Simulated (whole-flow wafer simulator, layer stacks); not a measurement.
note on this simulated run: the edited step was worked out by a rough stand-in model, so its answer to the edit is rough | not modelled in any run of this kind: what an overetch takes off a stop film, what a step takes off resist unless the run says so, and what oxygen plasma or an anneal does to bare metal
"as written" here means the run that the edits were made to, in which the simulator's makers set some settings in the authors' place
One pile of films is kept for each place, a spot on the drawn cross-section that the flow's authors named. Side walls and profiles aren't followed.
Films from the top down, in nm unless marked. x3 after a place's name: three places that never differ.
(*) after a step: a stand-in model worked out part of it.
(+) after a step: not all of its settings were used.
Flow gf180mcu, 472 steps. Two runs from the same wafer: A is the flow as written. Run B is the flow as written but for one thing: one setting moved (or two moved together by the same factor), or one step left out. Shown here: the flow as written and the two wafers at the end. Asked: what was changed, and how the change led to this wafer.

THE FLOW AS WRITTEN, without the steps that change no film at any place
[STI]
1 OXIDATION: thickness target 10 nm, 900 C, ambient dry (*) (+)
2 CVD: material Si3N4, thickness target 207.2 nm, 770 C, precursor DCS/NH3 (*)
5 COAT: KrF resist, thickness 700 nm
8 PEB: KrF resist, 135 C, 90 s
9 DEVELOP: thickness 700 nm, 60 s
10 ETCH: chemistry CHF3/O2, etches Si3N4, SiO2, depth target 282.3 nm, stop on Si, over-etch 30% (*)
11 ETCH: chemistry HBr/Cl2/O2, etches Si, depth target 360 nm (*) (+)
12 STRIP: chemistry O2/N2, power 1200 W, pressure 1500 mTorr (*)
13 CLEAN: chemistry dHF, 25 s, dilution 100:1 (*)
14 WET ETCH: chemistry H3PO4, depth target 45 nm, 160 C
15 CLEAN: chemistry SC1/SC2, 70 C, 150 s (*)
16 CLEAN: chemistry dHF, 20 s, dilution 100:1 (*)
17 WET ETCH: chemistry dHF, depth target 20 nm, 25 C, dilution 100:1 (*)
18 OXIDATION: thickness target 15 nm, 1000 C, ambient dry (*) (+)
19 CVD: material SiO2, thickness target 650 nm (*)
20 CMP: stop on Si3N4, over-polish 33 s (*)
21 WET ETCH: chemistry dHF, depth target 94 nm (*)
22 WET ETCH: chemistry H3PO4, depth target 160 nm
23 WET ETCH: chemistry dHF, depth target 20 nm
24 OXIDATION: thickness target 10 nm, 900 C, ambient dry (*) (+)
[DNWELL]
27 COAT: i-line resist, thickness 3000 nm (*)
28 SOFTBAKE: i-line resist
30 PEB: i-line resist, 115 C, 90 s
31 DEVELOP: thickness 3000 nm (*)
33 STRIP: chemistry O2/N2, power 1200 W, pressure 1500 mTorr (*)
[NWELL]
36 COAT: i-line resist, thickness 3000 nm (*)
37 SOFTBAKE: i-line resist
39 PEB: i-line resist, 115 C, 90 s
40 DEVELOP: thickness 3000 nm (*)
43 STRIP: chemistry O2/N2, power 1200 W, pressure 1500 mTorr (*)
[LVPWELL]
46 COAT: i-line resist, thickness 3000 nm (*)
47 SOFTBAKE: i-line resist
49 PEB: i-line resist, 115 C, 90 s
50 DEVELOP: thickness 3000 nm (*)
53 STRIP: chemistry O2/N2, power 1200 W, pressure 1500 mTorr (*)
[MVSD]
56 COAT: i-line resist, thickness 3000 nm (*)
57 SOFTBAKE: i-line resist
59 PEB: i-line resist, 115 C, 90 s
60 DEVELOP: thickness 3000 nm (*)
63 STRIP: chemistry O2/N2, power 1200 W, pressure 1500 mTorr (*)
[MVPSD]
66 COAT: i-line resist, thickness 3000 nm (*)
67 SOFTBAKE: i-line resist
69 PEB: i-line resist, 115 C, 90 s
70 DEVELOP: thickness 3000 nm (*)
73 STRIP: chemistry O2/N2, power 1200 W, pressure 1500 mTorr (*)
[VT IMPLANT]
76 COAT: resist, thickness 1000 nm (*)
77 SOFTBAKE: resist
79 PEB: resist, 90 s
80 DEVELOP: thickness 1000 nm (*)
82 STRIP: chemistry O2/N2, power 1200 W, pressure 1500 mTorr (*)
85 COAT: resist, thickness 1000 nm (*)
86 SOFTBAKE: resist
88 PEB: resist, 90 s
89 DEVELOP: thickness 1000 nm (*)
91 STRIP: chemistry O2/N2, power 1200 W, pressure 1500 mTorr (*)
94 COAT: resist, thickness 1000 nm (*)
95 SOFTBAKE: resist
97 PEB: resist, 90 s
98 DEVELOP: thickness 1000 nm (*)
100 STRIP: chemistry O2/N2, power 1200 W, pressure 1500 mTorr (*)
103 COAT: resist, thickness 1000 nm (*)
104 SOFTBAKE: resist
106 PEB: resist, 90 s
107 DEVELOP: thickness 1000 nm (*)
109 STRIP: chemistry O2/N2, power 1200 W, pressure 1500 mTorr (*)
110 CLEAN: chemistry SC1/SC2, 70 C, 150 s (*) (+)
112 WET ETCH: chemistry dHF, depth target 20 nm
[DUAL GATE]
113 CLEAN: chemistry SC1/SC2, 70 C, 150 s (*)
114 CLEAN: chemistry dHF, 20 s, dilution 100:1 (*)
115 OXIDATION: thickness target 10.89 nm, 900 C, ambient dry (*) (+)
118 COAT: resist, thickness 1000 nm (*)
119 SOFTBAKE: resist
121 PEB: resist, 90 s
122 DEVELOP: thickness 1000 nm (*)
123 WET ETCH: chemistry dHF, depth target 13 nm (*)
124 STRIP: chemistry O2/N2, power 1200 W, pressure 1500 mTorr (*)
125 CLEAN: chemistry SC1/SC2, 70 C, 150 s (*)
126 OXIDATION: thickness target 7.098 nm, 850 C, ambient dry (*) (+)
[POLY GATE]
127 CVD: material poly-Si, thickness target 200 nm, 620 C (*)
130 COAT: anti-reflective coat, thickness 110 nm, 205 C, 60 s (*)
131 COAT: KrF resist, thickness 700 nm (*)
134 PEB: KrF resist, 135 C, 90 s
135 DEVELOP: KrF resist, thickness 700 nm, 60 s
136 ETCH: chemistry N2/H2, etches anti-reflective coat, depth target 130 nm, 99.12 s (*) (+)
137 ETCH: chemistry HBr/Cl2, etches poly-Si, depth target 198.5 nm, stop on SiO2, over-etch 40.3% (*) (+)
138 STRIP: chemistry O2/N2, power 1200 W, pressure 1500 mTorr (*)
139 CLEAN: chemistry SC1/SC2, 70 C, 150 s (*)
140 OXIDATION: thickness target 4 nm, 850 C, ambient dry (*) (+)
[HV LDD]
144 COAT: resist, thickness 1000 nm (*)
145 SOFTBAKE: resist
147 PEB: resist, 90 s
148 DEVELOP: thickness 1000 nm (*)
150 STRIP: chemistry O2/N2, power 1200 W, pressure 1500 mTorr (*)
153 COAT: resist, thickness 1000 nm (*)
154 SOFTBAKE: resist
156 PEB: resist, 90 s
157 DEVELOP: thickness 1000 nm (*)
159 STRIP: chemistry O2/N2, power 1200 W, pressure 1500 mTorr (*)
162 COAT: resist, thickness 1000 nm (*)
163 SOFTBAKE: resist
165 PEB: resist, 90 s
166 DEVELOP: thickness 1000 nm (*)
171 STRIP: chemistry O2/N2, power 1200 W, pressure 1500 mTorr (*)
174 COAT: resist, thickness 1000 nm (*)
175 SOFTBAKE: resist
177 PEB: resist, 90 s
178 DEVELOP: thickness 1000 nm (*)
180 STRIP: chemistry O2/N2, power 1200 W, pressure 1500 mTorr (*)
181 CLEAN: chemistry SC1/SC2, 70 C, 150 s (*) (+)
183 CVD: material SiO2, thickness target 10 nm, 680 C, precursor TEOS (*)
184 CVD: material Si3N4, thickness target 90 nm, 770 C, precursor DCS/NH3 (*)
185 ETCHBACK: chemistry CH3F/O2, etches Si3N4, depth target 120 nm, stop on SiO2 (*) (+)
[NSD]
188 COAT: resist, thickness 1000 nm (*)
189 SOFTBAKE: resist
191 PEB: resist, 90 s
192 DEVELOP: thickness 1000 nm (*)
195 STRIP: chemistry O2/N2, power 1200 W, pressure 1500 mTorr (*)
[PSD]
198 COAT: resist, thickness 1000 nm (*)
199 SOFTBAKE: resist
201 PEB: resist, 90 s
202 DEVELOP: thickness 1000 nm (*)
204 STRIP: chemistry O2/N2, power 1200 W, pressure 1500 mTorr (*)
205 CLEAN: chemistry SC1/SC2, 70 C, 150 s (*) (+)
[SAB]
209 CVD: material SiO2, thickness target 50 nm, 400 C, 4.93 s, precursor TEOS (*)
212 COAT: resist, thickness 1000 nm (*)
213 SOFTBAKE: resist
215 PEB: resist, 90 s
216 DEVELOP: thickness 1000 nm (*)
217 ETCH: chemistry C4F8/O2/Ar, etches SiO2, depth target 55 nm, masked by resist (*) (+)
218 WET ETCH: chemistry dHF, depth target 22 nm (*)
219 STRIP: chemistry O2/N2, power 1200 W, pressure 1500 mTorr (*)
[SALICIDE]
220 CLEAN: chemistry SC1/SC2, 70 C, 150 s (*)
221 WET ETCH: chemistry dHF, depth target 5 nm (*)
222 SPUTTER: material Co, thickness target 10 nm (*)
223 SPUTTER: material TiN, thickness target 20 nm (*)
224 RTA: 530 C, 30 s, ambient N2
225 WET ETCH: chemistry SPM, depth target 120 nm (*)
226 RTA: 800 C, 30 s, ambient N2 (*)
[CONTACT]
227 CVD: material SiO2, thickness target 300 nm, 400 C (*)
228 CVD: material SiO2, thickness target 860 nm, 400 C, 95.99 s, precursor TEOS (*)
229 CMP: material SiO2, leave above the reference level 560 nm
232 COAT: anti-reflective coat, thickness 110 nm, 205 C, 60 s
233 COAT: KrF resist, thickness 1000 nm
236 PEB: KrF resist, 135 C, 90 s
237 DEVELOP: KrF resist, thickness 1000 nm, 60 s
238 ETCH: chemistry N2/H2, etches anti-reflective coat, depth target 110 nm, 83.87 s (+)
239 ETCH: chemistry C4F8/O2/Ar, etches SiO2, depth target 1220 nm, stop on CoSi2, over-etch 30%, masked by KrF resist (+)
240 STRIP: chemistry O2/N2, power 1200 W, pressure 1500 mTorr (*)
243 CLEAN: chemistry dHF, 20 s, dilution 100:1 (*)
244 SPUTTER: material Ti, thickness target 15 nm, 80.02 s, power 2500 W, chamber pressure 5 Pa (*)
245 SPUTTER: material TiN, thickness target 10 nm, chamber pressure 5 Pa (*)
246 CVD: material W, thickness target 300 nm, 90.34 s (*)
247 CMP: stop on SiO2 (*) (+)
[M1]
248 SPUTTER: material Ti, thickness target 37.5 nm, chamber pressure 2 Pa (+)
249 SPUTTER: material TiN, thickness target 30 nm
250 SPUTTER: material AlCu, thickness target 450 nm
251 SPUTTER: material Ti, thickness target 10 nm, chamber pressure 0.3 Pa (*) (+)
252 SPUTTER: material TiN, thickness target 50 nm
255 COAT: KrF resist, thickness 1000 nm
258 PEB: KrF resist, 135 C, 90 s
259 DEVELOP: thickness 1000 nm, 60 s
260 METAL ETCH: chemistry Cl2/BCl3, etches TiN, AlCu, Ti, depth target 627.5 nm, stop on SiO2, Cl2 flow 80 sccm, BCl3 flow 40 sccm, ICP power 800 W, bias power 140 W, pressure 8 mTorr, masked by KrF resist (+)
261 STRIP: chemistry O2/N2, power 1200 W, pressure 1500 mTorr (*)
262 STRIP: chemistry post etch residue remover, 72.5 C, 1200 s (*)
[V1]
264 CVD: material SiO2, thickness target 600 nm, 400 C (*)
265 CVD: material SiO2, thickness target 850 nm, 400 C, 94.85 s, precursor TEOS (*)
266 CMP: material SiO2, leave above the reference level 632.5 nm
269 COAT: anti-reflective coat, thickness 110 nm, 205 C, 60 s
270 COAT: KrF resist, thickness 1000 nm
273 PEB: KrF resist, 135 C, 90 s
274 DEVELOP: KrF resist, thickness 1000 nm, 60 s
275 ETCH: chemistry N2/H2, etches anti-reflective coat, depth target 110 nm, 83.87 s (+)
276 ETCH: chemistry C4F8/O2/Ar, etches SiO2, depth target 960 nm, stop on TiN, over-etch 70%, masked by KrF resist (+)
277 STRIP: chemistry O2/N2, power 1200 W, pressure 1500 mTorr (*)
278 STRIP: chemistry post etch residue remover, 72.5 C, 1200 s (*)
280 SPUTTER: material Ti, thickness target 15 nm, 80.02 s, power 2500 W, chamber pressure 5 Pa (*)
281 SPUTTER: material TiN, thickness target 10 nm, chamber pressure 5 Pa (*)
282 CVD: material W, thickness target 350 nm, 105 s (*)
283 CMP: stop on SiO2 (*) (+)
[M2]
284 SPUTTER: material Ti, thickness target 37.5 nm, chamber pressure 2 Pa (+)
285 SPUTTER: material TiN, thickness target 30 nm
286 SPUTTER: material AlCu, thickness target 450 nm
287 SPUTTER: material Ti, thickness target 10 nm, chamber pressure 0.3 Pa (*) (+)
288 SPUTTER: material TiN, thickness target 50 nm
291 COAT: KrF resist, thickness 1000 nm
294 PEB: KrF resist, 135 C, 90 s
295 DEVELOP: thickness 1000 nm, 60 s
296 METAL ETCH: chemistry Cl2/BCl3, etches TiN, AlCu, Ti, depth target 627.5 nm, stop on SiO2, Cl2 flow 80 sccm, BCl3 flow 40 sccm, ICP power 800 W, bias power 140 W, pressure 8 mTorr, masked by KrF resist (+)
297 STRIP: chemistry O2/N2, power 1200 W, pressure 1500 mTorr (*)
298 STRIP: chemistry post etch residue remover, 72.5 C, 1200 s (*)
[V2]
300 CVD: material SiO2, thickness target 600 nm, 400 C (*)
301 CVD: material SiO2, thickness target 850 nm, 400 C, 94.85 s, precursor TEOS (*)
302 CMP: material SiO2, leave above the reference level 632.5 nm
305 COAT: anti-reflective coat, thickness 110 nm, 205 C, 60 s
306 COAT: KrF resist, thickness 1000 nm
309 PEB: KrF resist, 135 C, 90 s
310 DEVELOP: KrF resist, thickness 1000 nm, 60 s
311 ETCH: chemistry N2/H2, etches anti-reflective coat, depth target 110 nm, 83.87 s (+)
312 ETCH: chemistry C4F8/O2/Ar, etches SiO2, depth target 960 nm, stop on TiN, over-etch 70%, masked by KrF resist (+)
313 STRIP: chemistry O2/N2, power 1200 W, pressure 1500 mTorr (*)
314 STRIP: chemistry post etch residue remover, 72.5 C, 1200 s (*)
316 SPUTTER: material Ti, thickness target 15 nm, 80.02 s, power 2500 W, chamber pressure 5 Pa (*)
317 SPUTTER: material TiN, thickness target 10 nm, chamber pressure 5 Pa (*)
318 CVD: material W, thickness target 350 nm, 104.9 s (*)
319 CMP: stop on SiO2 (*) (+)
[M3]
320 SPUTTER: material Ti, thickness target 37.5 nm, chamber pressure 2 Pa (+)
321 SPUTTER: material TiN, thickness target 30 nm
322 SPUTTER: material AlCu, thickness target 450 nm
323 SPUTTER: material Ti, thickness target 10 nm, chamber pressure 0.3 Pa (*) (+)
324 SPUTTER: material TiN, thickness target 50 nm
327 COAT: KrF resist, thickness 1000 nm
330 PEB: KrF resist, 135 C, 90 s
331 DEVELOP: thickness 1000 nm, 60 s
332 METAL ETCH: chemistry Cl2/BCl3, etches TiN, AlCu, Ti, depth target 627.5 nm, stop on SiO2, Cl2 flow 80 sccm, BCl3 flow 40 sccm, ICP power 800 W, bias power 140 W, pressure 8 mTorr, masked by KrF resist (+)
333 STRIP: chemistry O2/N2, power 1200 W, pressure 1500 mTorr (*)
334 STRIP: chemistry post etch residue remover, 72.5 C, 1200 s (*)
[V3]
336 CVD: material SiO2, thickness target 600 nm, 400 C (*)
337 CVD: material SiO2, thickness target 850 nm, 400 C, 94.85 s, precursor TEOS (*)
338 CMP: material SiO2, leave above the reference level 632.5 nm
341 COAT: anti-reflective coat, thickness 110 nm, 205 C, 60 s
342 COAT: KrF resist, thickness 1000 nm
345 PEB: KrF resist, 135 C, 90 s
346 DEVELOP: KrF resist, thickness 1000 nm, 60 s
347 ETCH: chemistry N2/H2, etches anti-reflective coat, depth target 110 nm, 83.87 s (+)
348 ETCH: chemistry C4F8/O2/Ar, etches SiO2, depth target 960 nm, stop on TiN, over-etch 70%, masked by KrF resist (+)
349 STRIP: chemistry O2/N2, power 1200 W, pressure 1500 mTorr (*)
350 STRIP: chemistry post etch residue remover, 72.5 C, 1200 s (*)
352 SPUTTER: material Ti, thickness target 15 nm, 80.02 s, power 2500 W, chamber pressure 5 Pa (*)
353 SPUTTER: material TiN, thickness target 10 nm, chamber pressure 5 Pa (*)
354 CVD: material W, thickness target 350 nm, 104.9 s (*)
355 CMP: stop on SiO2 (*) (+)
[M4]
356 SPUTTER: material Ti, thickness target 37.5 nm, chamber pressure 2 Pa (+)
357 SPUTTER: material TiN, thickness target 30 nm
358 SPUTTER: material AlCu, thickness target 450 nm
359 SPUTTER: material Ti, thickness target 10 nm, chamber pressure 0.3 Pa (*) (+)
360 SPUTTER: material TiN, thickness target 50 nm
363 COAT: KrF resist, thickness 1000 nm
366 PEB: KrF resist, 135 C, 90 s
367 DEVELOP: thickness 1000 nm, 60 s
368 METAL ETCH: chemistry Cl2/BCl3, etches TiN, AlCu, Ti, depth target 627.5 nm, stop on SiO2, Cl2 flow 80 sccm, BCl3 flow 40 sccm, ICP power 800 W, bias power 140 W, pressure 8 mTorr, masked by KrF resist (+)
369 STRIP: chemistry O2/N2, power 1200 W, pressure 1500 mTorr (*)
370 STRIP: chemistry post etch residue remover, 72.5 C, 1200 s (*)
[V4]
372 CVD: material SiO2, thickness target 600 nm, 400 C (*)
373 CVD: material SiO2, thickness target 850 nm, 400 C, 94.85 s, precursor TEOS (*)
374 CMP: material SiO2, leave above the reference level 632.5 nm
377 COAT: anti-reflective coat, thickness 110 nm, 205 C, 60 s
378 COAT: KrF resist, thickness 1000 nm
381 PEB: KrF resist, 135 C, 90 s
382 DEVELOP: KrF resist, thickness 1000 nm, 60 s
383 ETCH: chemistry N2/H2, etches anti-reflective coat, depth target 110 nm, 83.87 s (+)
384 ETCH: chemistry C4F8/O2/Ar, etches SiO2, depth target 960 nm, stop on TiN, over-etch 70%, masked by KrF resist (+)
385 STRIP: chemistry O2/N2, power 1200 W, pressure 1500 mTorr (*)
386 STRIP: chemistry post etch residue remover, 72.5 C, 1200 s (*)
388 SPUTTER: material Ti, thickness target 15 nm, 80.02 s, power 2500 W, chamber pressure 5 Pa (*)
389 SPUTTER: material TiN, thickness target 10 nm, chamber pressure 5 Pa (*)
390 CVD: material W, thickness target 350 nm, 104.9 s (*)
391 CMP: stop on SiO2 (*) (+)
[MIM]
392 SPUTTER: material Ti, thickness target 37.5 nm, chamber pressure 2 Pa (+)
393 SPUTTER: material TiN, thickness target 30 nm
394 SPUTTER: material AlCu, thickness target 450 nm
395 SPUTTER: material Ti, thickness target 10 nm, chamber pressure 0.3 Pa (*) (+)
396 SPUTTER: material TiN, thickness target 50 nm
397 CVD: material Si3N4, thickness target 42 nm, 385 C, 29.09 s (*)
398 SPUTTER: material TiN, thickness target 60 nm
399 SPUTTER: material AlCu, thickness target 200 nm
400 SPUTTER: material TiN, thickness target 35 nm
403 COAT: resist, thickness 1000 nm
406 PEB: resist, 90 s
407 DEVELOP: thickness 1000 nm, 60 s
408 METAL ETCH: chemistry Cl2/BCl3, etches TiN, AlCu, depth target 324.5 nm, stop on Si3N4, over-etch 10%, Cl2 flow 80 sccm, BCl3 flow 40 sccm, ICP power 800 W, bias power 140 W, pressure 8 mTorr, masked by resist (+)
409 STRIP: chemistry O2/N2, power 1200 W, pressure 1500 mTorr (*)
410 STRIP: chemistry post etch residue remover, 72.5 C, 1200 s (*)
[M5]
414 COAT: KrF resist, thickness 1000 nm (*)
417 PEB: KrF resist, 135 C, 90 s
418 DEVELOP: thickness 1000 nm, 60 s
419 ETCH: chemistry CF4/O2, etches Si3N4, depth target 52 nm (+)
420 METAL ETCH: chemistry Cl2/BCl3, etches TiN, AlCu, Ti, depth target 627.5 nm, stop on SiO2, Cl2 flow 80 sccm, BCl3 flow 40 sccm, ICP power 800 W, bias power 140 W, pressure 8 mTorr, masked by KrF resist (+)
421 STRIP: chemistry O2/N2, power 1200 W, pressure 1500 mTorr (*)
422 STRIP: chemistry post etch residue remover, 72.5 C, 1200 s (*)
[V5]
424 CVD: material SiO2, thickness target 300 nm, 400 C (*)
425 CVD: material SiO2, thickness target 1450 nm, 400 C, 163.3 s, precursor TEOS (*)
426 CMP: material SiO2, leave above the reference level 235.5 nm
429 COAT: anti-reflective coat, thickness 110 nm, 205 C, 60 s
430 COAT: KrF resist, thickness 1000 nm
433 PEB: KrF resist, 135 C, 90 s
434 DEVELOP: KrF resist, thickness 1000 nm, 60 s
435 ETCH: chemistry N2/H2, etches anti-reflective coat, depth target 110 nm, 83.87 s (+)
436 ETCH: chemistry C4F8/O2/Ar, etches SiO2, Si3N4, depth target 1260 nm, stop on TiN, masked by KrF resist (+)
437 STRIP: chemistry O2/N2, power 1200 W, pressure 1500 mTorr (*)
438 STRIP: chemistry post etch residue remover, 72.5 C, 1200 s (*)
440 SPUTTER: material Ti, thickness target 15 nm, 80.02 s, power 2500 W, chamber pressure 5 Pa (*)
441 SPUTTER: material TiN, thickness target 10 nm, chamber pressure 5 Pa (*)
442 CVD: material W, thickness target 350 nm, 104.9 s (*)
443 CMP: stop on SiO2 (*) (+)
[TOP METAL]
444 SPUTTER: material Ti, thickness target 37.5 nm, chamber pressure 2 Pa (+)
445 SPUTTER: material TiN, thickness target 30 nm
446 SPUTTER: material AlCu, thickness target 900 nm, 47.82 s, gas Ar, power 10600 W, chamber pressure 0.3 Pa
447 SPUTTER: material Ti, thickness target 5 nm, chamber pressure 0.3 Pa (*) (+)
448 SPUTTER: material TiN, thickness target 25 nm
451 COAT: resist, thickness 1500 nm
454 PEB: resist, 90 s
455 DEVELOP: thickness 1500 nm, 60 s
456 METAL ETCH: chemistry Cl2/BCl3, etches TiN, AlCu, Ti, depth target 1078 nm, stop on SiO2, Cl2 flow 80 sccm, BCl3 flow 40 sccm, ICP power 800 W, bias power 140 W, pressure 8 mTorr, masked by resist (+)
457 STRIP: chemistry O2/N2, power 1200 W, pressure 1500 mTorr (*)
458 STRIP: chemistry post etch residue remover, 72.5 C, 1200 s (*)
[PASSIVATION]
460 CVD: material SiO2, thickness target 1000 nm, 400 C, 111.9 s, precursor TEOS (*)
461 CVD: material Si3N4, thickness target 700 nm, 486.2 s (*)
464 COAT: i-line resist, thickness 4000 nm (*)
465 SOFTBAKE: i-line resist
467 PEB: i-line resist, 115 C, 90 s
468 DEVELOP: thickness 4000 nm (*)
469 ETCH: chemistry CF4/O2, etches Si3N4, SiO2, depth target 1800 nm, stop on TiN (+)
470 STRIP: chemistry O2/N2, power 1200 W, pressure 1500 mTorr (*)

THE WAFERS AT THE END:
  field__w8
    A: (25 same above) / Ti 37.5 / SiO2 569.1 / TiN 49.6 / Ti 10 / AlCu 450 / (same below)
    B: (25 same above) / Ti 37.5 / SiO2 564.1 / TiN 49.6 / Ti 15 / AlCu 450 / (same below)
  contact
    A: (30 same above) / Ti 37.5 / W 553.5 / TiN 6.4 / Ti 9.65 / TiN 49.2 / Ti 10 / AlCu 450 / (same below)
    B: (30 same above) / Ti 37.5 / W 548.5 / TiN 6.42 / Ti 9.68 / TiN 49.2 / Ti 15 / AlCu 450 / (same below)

The cause: step 287, SPUTTER: thickness target 15 nm was run, where the flow has thickness target 10 nm.
It can be read off the wafer: field__w8 has Ti 15, and step 287 as written asks for 10 nm.

How the change led to this, step by step:
  287 SPUTTER: material Ti, thickness target 10 nm, chamber pressure 0.3 Pa (*) (+)
      field, field__w1, field__w2 and 108 more: A Ti +10 (new film) | B Ti +15 (new film)
  296 METAL ETCH: chemistry Cl2/BCl3, etches TiN, AlCu, Ti, depth target 627.5 nm, stop on SiO2, Cl2 flow 80 sccm, BCl3 flow 40 sccm, ICP power 800 W, bias power 140 W, pressure 8 mTorr, masked by KrF resist (+)
      field, field__w1, field__w2 and 103 more: A TiN -50 (all of it), Ti -10 (all of it), AlCu -450 (all of it), TiN -30 (all of it), Ti -37.5 (all of it) | B TiN -50 (all of it), Ti -15 (all of it), AlCu -450 (all of it), TiN -30 (all of it), Ti -37.5 (all of it)
